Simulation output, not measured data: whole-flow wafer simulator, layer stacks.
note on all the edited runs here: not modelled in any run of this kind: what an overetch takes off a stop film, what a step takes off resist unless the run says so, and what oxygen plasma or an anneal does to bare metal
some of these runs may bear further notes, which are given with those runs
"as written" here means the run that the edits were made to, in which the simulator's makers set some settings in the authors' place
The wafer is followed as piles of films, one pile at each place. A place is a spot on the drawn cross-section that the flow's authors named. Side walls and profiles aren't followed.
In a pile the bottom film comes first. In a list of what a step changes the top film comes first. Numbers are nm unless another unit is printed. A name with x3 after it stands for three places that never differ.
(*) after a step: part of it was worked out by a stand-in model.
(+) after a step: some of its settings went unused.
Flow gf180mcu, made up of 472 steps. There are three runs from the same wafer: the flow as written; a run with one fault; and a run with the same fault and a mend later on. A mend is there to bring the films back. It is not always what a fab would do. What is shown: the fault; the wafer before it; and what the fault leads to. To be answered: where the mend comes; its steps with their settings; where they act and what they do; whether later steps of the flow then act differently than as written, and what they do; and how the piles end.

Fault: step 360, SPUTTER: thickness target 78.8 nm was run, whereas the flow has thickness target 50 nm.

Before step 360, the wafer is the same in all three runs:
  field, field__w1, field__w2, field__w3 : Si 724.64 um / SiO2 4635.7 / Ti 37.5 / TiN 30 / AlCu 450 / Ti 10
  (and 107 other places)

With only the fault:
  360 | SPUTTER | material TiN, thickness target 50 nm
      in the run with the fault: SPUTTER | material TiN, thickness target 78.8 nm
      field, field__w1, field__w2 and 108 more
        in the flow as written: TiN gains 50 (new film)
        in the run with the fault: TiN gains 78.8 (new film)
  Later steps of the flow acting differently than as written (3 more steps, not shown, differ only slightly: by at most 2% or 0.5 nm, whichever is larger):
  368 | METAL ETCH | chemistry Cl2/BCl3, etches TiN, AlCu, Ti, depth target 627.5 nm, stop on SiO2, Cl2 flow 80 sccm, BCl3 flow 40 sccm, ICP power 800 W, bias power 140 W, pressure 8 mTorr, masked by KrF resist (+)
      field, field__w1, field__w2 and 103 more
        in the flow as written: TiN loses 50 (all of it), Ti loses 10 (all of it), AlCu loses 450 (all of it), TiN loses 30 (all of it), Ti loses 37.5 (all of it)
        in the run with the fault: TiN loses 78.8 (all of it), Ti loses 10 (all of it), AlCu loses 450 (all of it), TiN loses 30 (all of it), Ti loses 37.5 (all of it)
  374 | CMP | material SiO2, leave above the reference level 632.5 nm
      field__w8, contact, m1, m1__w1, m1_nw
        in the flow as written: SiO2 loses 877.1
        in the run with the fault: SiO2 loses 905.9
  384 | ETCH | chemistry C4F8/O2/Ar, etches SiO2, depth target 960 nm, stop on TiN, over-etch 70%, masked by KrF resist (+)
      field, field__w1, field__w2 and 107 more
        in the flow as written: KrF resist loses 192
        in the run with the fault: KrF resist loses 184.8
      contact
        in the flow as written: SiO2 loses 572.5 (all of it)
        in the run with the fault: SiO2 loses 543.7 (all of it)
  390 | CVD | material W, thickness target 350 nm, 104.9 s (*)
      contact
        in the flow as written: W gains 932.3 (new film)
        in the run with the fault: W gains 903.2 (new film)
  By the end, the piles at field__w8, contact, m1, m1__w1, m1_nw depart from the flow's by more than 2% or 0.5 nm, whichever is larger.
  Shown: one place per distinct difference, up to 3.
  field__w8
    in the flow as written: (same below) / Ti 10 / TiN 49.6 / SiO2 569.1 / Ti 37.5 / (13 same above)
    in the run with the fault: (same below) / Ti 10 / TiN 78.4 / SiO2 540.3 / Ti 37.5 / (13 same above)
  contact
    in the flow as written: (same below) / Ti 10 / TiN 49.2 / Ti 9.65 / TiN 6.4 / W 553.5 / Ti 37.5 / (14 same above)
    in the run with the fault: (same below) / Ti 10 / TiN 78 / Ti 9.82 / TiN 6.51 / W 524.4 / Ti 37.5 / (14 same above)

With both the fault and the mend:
  The mend stands after step 360.
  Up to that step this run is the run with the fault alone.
  360a | METAL ETCH | chemistry Cl2/BCl3, etches TiN, AlCu, Ti, depth target 28.8 nm, Cl2 flow 80 sccm, BCl3 flow 40 sccm, ICP power 800 W, bias power 140 W, pressure 8 mTorr (the flow's step 260 again, with other settings)
      field, field__w1, field__w2 and 108 more
        TiN loses 28.8
  Every later step of the flow that is run acts as written at every place that is followed.
  The piles end the same as the flow's at every place that both follow.
